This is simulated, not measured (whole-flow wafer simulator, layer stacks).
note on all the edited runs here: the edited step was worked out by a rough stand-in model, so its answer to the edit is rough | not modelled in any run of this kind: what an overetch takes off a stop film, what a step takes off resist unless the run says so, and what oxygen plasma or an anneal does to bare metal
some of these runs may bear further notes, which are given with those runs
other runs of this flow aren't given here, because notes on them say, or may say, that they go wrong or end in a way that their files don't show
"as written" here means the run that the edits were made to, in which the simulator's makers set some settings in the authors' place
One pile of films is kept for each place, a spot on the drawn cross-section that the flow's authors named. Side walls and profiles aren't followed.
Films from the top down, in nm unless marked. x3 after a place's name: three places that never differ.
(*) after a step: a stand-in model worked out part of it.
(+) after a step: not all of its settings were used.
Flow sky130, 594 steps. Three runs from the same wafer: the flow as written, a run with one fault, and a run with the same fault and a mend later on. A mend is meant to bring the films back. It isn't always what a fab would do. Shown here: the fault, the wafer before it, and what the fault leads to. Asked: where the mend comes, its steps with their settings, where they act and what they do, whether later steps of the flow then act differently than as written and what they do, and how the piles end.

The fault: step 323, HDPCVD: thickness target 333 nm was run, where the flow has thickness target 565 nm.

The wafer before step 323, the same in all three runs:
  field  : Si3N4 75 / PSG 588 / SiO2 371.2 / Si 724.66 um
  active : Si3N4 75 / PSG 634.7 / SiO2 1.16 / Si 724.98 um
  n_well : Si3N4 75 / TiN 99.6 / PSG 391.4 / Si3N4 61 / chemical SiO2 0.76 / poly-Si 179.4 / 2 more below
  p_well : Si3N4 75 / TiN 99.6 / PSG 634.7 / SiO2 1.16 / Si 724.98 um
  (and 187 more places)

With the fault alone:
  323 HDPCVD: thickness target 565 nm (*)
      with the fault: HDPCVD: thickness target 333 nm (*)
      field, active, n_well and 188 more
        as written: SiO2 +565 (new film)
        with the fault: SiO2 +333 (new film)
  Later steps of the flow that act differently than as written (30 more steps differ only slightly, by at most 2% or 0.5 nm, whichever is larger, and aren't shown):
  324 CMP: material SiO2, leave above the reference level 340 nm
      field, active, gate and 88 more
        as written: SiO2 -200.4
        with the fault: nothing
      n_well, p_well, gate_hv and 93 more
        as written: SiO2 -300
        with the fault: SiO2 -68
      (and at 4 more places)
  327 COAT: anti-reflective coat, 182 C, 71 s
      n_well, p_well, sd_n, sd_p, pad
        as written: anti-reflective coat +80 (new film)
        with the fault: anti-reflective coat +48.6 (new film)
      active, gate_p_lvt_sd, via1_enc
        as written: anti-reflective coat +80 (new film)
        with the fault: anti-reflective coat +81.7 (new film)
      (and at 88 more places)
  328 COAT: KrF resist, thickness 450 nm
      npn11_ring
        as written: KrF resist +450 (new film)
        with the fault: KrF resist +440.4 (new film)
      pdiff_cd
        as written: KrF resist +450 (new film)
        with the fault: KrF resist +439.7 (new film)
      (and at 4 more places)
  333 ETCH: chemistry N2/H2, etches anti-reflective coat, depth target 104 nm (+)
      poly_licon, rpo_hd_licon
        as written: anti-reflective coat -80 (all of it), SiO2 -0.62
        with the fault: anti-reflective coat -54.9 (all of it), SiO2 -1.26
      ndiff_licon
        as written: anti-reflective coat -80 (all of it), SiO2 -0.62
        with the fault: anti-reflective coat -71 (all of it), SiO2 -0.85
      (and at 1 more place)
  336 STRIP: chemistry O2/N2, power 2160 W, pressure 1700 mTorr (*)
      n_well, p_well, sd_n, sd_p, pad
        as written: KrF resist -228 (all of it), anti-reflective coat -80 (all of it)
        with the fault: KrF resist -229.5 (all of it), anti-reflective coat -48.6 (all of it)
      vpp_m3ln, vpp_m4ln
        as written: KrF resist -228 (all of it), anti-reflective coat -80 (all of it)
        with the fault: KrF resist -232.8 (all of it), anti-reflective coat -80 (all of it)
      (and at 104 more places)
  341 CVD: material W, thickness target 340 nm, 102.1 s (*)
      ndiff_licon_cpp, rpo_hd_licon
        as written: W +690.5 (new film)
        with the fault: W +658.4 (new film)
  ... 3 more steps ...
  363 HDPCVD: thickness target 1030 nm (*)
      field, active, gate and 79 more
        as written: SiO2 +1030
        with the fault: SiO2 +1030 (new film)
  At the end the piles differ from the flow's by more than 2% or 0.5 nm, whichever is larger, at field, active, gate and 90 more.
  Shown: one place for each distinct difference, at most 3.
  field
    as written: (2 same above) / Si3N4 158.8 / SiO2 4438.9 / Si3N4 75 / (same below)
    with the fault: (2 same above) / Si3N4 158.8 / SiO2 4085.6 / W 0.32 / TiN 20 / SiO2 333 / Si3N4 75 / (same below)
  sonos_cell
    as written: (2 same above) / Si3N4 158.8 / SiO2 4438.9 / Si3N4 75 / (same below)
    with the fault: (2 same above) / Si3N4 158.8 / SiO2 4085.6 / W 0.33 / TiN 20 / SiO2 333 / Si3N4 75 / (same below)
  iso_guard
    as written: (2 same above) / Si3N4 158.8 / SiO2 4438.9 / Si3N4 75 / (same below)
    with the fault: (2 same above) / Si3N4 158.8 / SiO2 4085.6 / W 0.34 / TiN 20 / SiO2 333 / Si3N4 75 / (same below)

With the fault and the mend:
  The mend comes after step 323.
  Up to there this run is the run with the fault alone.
  323a HDPCVD: thickness target 232 nm (*) (the flow's step 323 once more, with other settings)
      field, active, n_well and 188 more
        SiO2 +232
  No later step of the flow acts differently than as written at any place that is followed.
  At the end the piles are the same as the flow's at every place that both follow.
